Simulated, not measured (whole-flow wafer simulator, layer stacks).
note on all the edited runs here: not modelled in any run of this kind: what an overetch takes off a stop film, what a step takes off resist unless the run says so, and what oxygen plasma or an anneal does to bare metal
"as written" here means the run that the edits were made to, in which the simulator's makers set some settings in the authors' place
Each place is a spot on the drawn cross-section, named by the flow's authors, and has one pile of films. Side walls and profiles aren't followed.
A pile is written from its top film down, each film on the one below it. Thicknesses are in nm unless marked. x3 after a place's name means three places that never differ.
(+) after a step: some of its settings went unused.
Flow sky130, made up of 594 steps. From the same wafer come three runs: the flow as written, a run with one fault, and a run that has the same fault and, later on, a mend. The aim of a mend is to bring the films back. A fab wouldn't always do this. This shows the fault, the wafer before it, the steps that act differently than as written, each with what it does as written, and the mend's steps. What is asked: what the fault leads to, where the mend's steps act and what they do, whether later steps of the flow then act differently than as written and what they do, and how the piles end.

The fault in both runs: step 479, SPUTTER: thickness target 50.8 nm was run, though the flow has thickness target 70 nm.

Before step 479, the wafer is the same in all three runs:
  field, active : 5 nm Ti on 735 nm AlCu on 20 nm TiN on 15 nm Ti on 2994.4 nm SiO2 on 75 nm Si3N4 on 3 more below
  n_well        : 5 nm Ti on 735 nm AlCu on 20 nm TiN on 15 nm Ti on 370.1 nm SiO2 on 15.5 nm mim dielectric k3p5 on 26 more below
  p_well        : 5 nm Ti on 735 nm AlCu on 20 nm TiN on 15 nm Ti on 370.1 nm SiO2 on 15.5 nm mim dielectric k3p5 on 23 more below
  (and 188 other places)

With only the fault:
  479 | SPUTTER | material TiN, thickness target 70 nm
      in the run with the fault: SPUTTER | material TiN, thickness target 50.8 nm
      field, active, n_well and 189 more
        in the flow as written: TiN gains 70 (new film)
        in the run with the fault: TiN gains 50.8 (new film)
  Steps later in the flow that act otherwise than as written (14 other steps are not shown; they differ only slightly, by no more than 2% or 0.5 nm, whichever is larger):
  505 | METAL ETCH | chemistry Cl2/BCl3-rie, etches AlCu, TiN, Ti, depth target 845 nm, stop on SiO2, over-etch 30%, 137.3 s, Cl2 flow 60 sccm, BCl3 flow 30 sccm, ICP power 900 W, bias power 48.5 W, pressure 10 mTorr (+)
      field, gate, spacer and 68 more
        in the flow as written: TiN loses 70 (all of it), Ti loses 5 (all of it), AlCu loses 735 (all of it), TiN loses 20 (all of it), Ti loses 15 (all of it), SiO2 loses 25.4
        in the run with the fault: TiN loses 50.8 (all of it), Ti loses 5 (all of it), AlCu loses 735 (all of it), TiN loses 20 (all of it), Ti loses 15 (all of it), SiO2 loses 27.3
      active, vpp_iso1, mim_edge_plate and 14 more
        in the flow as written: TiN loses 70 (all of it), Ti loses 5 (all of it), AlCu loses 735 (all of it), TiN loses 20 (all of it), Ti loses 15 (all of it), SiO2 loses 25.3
        in the run with the fault: TiN loses 50.8 (all of it), Ti loses 5 (all of it), AlCu loses 735 (all of it), TiN loses 20 (all of it), Ti loses 15 (all of it), SiO2 loses 27.3
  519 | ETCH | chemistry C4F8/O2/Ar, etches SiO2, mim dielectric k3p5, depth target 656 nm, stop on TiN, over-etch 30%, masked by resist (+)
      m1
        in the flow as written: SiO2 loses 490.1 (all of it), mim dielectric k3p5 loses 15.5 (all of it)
        in the run with the fault: SiO2 loses 509.3 (all of it), mim dielectric k3p5 loses 15.5 (all of it)
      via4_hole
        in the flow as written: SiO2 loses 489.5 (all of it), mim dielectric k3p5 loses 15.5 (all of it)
        in the run with the fault: SiO2 loses 508.7 (all of it), mim dielectric k3p5 loses 15.5 (all of it)
  The piles end different from the flow's at n_well, p_well, gate_hv and 102 more by more than 2% or 0.5 nm, whichever is larger.
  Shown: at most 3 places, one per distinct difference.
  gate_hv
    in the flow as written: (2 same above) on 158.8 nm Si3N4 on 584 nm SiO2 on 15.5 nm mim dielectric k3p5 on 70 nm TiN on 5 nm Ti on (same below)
    in the run with the fault: (2 same above) on 158.8 nm Si3N4 on 603.2 nm SiO2 on 15.5 nm mim dielectric k3p5 on 50.8 nm TiN on 5 nm Ti on (same below)
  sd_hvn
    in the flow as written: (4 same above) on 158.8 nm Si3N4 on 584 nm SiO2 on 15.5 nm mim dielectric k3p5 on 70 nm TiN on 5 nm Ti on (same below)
    in the run with the fault: (4 same above) on 158.8 nm Si3N4 on 603.2 nm SiO2 on 15.5 nm mim dielectric k3p5 on 50.8 nm TiN on 5 nm Ti on (same below)
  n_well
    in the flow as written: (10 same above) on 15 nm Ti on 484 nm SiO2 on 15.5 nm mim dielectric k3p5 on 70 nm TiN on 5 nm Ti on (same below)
    in the run with the fault: (10 same above) on 15 nm Ti on 503.2 nm SiO2 on 15.5 nm mim dielectric k3p5 on 50.8 nm TiN on 5 nm Ti on (same below)

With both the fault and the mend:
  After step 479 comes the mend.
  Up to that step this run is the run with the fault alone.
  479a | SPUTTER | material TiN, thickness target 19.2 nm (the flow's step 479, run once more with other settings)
      field, active, n_well and 189 more
        TiN gains 19.2
  Later steps of the flow that are run all act as written at every place that is followed.
  The piles end the same as the flow's at every place that both follow.
